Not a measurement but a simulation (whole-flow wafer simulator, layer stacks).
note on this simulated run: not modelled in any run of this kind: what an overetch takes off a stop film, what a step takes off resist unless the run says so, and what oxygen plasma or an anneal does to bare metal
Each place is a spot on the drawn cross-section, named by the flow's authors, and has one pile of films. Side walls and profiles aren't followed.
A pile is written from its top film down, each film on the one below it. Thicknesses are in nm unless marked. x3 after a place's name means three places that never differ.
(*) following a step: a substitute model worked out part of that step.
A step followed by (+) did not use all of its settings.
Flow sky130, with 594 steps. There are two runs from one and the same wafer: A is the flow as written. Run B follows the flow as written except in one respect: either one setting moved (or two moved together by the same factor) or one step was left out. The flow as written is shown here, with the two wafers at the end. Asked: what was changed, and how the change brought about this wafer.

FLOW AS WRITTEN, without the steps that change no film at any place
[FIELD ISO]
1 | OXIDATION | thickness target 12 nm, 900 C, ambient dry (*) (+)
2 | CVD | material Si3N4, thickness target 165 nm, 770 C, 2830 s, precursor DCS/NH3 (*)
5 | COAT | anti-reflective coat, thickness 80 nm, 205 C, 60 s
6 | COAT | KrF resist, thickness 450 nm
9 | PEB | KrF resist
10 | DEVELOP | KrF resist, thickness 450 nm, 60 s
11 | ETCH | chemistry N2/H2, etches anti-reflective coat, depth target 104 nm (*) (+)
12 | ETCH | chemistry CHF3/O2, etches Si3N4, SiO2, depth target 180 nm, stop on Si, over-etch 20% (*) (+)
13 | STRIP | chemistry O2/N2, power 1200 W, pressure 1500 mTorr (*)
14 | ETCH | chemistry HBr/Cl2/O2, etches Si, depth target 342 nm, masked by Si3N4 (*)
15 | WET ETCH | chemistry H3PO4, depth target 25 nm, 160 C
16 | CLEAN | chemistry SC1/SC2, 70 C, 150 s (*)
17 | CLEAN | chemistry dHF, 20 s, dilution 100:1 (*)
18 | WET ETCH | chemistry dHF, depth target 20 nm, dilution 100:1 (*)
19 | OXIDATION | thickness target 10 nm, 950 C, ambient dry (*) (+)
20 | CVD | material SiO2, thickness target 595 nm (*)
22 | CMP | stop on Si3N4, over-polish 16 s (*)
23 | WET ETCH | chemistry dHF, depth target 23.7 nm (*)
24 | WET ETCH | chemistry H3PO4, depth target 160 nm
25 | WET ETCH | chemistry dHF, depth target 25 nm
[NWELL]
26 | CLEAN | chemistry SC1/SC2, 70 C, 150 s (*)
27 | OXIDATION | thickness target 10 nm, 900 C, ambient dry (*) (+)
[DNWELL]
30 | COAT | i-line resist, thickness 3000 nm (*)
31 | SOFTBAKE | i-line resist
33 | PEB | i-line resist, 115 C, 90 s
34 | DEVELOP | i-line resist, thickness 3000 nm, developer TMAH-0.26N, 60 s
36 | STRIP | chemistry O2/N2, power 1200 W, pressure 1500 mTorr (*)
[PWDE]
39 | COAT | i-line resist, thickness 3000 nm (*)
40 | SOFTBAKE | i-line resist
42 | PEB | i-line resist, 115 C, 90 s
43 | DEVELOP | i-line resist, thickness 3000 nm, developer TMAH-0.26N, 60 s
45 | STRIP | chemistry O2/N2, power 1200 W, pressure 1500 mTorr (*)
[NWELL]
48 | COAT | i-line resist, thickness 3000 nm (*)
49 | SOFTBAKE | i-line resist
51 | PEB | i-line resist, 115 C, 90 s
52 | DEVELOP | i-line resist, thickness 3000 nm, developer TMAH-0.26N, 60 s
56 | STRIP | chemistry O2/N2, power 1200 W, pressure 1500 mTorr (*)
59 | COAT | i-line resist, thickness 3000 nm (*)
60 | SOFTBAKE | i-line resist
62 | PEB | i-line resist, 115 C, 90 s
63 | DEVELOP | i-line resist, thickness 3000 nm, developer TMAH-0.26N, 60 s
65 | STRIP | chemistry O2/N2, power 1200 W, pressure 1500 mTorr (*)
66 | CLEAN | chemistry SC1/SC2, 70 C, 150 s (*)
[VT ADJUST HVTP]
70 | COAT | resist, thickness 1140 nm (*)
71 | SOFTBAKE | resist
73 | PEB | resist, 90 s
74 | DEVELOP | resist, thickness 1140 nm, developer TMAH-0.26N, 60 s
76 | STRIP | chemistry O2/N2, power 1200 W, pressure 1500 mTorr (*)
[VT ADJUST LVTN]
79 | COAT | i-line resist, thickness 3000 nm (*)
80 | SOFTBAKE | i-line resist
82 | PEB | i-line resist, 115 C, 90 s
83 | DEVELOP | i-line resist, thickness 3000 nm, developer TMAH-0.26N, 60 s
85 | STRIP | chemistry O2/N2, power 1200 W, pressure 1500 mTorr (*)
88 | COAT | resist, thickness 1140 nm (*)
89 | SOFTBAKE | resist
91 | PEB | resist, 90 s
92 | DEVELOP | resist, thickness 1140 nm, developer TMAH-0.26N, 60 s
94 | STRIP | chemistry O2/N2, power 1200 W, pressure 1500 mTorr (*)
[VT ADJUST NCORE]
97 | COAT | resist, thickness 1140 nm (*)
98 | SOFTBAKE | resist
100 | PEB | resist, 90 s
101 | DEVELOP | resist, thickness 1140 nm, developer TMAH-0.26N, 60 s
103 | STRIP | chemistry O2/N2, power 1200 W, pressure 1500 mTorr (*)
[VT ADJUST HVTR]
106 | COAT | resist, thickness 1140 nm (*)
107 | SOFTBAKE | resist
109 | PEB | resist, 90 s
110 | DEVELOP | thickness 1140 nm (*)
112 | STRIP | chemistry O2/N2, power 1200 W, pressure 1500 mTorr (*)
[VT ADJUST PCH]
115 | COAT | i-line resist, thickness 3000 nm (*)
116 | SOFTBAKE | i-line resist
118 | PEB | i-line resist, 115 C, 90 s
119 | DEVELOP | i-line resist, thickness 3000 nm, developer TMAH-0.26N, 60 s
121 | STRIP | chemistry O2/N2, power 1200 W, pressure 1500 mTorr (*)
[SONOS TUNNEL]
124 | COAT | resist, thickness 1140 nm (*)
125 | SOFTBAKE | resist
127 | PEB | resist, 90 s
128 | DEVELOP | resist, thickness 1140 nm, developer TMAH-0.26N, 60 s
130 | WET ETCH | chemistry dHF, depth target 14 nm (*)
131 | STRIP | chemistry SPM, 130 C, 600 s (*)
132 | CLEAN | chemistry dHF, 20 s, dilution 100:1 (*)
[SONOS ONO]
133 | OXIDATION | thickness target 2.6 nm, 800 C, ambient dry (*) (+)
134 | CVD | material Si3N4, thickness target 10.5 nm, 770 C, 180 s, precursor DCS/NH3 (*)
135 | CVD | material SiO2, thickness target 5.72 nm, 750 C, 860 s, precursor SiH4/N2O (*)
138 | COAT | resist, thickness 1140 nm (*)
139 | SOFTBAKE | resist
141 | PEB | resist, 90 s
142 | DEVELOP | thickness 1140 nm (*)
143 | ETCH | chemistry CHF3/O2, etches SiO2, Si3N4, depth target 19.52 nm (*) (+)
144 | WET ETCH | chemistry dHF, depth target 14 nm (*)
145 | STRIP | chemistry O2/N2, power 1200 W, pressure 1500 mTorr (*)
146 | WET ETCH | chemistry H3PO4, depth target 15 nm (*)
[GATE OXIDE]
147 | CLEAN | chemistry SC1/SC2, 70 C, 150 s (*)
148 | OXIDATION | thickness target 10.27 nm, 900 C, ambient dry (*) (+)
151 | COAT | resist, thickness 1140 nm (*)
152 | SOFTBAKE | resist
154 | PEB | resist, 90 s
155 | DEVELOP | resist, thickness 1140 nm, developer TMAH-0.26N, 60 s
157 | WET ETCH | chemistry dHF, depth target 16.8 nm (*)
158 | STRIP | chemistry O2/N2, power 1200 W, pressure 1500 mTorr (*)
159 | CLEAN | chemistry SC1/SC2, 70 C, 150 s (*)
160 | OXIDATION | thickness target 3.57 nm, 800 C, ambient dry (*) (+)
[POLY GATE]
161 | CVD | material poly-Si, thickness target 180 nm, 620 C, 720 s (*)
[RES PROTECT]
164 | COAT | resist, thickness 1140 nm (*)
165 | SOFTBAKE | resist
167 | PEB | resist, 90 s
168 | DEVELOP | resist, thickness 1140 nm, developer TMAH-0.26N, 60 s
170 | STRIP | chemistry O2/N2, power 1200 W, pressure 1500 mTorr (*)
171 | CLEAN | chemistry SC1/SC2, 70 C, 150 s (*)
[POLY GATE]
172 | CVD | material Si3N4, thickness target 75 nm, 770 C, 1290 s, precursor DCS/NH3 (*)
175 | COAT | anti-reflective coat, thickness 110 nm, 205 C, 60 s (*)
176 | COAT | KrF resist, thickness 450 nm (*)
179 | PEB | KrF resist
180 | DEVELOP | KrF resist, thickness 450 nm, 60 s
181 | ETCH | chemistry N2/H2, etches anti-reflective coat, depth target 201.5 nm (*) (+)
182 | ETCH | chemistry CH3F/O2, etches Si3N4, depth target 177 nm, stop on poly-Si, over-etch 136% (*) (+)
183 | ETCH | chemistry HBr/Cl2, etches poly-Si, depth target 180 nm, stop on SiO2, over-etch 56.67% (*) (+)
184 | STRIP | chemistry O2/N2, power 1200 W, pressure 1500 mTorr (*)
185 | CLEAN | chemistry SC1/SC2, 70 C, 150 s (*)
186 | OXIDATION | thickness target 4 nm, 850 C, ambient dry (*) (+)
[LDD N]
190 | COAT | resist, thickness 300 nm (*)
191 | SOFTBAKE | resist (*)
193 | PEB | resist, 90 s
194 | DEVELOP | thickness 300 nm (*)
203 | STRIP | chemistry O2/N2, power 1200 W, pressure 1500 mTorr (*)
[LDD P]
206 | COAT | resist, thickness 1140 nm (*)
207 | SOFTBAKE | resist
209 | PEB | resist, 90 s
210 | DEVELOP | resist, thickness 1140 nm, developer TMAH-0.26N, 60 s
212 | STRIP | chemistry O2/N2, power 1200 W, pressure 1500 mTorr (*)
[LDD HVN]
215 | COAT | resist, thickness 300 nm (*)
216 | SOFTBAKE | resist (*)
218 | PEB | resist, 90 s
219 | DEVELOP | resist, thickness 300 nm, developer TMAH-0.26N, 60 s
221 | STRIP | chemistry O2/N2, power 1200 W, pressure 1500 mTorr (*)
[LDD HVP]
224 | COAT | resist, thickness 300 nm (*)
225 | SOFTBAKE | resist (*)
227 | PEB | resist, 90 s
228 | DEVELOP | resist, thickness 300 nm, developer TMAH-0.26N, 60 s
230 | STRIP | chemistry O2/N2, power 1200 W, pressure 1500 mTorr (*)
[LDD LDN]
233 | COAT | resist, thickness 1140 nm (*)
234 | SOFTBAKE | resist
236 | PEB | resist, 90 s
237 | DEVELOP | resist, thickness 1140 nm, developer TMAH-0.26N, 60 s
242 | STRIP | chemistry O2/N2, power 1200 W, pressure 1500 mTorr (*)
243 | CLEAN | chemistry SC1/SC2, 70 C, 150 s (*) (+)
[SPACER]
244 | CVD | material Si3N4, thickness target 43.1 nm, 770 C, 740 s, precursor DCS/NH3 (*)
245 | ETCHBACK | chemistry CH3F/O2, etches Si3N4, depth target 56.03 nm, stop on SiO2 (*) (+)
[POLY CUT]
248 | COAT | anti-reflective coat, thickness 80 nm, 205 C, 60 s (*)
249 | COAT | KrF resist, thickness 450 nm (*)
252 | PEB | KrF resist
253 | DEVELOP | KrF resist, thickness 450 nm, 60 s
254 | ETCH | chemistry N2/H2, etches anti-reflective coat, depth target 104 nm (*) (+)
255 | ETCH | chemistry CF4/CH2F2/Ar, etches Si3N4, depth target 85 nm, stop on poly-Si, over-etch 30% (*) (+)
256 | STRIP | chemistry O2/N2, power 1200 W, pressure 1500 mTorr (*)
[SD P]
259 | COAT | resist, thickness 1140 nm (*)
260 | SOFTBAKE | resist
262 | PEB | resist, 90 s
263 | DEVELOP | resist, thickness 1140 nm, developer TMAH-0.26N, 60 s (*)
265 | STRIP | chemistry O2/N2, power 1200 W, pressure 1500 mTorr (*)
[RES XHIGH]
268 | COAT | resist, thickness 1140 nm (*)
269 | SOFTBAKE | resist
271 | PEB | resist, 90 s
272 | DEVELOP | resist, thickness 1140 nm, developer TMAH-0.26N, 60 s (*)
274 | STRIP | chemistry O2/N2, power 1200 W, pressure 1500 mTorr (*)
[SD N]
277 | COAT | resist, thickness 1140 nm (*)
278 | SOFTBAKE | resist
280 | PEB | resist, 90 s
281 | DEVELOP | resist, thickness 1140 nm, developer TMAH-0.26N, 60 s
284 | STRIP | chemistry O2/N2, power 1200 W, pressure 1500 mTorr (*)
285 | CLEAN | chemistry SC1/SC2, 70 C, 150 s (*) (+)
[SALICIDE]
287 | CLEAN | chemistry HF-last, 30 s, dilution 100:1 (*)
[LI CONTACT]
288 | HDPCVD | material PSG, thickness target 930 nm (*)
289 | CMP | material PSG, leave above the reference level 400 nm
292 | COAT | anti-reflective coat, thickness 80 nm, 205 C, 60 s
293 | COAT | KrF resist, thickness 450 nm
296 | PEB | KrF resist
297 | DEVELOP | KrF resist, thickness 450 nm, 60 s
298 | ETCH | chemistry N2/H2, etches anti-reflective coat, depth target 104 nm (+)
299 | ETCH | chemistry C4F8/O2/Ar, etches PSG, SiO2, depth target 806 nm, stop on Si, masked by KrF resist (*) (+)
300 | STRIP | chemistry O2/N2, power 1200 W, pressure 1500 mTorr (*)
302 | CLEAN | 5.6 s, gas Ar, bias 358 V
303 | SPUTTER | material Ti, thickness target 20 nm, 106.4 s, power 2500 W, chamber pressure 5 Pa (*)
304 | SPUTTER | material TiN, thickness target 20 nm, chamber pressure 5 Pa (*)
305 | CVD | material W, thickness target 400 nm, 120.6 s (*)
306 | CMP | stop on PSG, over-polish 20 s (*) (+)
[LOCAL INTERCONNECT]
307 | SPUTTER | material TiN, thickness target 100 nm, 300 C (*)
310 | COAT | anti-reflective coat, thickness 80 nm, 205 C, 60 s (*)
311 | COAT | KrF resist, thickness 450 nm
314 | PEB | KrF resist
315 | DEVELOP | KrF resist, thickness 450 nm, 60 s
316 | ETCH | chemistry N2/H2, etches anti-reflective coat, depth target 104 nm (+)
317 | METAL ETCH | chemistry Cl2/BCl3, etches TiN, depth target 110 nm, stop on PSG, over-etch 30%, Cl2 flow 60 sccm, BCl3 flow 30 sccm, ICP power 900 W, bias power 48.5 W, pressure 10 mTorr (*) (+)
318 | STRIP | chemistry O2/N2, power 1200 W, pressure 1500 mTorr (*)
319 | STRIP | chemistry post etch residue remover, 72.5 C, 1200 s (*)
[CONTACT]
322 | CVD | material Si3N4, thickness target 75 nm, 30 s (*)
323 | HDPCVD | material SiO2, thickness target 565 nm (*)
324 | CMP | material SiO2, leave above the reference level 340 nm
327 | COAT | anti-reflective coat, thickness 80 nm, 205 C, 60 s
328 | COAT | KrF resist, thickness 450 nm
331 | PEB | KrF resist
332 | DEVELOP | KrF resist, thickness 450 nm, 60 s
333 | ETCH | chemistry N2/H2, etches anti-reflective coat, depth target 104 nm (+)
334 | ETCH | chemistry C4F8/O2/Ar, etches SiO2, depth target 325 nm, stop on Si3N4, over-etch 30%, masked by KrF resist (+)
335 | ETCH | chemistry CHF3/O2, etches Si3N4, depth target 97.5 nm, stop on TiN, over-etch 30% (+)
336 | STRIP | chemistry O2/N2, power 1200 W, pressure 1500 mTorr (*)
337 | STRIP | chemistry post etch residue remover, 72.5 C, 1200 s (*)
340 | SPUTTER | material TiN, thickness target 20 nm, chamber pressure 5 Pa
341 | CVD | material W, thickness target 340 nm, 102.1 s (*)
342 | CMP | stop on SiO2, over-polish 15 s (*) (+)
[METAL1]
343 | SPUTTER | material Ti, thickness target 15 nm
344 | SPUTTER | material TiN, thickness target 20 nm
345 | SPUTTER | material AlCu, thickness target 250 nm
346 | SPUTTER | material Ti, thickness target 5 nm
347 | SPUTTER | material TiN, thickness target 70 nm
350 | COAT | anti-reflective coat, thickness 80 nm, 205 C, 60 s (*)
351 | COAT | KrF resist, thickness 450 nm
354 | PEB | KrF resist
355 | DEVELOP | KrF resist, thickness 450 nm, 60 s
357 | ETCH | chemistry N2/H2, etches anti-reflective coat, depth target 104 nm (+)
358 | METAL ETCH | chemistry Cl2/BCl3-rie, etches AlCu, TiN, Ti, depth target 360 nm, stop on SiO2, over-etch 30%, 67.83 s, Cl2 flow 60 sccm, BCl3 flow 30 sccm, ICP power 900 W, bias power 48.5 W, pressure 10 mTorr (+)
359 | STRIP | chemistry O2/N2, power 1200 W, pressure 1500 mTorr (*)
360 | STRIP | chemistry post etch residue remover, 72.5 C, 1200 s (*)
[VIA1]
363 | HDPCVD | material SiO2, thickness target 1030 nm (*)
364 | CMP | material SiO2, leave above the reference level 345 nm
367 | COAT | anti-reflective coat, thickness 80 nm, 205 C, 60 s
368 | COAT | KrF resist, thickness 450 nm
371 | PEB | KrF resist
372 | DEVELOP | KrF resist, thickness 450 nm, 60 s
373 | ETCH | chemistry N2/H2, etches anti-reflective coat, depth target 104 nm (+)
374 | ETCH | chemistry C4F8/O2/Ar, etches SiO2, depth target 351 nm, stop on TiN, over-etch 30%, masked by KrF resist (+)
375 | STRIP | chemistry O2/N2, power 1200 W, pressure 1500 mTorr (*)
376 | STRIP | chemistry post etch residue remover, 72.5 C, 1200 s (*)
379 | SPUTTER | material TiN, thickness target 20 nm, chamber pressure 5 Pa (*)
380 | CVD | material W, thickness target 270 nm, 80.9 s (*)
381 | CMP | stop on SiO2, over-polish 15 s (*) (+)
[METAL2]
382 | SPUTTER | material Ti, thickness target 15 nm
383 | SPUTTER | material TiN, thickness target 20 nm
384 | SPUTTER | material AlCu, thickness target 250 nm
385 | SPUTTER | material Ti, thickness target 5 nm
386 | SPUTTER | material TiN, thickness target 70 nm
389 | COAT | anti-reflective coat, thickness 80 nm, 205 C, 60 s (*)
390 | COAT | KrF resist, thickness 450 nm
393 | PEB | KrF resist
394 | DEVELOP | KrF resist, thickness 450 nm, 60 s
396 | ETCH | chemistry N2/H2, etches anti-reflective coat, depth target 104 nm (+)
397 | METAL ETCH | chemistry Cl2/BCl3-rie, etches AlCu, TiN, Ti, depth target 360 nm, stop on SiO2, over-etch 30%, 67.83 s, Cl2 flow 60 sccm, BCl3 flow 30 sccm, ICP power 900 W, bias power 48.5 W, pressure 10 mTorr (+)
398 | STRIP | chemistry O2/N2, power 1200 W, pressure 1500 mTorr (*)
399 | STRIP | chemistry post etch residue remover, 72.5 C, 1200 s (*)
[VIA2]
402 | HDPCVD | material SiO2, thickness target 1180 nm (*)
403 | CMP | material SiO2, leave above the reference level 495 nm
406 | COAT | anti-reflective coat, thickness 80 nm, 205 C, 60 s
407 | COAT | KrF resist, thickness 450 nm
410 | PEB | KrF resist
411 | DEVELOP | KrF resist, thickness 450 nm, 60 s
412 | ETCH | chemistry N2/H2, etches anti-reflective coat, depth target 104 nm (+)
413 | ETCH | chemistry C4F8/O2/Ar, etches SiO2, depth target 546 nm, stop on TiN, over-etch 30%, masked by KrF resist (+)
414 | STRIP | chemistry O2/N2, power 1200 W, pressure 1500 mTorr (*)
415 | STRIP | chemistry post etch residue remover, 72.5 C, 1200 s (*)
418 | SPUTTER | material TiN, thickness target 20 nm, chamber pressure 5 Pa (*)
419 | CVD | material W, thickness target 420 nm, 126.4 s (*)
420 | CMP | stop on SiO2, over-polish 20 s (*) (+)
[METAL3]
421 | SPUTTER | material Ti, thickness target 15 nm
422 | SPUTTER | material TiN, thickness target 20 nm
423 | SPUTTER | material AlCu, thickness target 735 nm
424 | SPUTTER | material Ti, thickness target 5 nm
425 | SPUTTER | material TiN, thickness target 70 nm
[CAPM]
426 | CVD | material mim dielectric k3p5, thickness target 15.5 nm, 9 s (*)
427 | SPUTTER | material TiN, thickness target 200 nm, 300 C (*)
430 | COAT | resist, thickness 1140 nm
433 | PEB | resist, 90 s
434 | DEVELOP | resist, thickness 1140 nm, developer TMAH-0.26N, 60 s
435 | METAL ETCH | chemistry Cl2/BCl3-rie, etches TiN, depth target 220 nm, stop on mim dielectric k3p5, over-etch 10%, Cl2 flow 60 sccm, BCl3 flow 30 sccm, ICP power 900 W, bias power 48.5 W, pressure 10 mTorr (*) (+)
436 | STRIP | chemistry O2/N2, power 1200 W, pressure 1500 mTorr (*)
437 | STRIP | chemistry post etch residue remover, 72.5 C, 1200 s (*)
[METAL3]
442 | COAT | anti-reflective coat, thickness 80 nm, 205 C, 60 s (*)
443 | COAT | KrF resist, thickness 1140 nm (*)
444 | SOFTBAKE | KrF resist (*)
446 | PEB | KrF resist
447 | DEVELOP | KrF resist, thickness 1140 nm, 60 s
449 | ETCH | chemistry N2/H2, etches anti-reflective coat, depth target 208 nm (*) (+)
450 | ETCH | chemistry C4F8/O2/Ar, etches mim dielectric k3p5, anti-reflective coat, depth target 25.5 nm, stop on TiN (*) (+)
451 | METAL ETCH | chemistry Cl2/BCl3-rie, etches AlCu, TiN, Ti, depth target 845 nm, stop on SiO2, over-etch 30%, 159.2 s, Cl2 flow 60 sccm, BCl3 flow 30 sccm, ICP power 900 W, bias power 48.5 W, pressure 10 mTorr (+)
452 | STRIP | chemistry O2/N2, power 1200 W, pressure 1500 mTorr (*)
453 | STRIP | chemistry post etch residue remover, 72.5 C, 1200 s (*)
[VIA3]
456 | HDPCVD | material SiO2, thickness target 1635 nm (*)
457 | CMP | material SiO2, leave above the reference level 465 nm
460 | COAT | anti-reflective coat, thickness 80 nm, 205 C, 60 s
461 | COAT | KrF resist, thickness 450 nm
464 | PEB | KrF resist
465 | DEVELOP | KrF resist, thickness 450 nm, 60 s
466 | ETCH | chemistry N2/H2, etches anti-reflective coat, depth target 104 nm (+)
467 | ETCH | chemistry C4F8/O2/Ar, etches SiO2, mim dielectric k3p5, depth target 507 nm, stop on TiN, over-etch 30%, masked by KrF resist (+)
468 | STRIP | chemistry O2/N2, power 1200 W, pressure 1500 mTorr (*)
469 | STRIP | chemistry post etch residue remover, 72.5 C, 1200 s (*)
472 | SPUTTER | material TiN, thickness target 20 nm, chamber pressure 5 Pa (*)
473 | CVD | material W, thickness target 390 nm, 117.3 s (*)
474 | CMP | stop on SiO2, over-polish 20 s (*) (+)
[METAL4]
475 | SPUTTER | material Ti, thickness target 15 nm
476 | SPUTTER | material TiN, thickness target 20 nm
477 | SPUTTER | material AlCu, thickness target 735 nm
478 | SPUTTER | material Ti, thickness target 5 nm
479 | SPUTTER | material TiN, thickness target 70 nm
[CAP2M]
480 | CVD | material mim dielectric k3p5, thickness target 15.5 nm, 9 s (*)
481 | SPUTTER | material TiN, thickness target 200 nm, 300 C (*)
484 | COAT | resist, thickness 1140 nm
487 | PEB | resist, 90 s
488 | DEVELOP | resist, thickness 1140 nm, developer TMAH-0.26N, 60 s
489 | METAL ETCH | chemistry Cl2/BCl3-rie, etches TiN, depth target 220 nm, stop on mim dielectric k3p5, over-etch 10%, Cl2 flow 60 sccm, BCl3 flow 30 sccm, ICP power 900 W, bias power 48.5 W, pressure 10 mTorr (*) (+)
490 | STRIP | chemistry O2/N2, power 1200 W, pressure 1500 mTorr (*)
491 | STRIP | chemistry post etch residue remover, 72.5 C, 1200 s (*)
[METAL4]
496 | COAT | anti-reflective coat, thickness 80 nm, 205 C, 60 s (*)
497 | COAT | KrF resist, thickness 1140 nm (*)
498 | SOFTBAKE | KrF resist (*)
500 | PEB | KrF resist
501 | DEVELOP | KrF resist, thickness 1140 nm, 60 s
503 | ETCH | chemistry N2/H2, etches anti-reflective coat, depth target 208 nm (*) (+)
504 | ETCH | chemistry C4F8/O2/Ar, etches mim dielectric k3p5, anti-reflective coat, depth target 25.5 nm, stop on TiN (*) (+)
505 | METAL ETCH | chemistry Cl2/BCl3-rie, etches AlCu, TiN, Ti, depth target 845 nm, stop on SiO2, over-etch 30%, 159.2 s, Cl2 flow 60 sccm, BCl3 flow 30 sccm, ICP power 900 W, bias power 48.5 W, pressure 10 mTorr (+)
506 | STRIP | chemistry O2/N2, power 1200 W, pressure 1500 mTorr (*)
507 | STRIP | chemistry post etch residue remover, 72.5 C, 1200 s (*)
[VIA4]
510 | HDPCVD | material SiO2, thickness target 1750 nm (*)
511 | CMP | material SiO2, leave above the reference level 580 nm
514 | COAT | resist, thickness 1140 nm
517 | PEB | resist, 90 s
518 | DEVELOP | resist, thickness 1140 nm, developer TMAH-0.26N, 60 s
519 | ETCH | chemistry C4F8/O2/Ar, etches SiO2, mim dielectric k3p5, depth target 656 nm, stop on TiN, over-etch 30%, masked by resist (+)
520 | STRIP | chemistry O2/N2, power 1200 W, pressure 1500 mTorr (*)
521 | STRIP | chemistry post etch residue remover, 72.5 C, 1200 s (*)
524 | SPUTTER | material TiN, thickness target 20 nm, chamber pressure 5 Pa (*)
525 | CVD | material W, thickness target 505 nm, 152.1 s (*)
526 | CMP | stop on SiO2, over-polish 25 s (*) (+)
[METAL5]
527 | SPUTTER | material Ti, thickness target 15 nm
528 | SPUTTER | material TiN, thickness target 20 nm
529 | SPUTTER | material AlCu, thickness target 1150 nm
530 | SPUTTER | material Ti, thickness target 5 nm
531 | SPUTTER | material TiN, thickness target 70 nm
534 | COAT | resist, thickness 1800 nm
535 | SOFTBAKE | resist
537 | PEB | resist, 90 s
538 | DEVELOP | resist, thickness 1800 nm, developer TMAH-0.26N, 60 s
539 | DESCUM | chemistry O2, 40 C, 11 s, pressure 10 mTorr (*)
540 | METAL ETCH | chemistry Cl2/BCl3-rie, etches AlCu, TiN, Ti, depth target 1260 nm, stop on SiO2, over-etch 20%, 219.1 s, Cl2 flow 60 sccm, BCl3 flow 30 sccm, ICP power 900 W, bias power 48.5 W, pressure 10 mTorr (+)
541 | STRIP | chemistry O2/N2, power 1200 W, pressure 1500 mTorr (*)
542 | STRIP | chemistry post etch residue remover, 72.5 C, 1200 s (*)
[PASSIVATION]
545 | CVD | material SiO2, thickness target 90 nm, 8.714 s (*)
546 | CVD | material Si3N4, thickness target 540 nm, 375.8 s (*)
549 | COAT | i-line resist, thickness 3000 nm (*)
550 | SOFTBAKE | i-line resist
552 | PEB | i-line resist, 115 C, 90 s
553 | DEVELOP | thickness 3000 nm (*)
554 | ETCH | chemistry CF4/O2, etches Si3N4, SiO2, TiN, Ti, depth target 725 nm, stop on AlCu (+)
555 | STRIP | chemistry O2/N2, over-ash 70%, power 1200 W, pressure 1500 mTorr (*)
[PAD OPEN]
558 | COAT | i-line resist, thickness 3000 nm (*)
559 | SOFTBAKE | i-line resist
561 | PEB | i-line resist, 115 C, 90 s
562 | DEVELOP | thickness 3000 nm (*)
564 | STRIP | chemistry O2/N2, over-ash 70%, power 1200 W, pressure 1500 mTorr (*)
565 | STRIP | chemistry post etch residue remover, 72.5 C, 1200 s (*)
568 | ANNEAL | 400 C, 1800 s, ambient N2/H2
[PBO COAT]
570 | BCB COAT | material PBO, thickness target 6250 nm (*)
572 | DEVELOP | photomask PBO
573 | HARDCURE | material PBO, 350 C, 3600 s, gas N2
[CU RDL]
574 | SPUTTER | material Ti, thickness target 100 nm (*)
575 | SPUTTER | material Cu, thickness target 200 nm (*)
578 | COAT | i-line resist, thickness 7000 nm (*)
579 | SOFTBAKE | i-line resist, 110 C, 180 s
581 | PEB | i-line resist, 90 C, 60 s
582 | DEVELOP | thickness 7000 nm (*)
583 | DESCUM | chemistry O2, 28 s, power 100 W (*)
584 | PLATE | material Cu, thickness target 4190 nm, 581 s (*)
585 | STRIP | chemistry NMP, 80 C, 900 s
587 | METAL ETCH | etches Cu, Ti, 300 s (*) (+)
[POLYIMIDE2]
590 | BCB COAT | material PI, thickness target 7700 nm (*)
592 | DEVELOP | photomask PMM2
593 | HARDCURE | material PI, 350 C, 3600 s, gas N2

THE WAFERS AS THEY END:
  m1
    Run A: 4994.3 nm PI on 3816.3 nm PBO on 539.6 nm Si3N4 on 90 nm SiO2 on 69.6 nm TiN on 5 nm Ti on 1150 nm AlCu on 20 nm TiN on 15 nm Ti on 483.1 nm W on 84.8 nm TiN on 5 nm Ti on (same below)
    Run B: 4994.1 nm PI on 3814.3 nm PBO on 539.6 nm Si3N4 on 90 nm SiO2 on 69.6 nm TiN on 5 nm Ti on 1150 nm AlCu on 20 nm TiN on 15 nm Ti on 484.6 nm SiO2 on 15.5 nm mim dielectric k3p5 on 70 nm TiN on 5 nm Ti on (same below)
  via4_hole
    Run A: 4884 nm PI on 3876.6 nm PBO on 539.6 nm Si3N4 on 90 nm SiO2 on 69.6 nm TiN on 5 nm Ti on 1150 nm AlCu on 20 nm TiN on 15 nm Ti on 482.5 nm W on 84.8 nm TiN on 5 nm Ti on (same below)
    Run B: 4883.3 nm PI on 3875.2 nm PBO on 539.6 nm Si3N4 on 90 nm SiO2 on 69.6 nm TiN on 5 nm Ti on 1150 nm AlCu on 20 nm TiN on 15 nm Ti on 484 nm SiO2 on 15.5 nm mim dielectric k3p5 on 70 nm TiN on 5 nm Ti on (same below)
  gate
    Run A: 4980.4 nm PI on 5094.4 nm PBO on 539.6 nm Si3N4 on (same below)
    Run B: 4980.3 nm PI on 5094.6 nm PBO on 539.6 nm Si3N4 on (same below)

What caused this: step 519, ETCH: chemistry C4F8/O2/Ar, etches SiO2, mim dielectric k3p5, depth target 656 nm, stop on TiN, over-etch 30%, masked by resist (+), was omitted.

Step by step, how the change led to this:
  520 | STRIP | chemistry O2/N2, power 1200 W, pressure 1500 mTorr (*)
      field, active, n_well and 188 more: A -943 resist (all of it) | B -1074.2 resist (all of it)
  524 | SPUTTER | material TiN, thickness target 20 nm, chamber pressure 5 Pa (*)
      m1, via4_hole: A +15.3 TiN | B +20 TiN (new film)
  525 | CVD | material W, thickness target 505 nm, 152.1 s (*)
      m1: A +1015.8 W (new film) | B +505 W (new film)
      via4_hole: A +1015.2 W (new film) | B +505 W (new film)
  526 | CMP | stop on SiO2, over-polish 25 s (*) (+)
      m1, via4_hole: A -532.7 W | B -505 W (all of it), -20 TiN (all of it), -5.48 SiO2
If metal films that touch count as one body, m1 has 3 bodies (between them, from the top down: SiO2 484.6 / mim dielectric k3p5 15.5; SiO2 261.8 / Si3N4 75); the flow as written gives 2 bodies (between them, from the top down: SiO2 261.8 / Si3N4 75).
If metal films that touch count as one body, via4_hole has 2 bodies (between them, from the top down: SiO2 484 / mim dielectric k3p5 15.5); the flow as written gives 1 body.
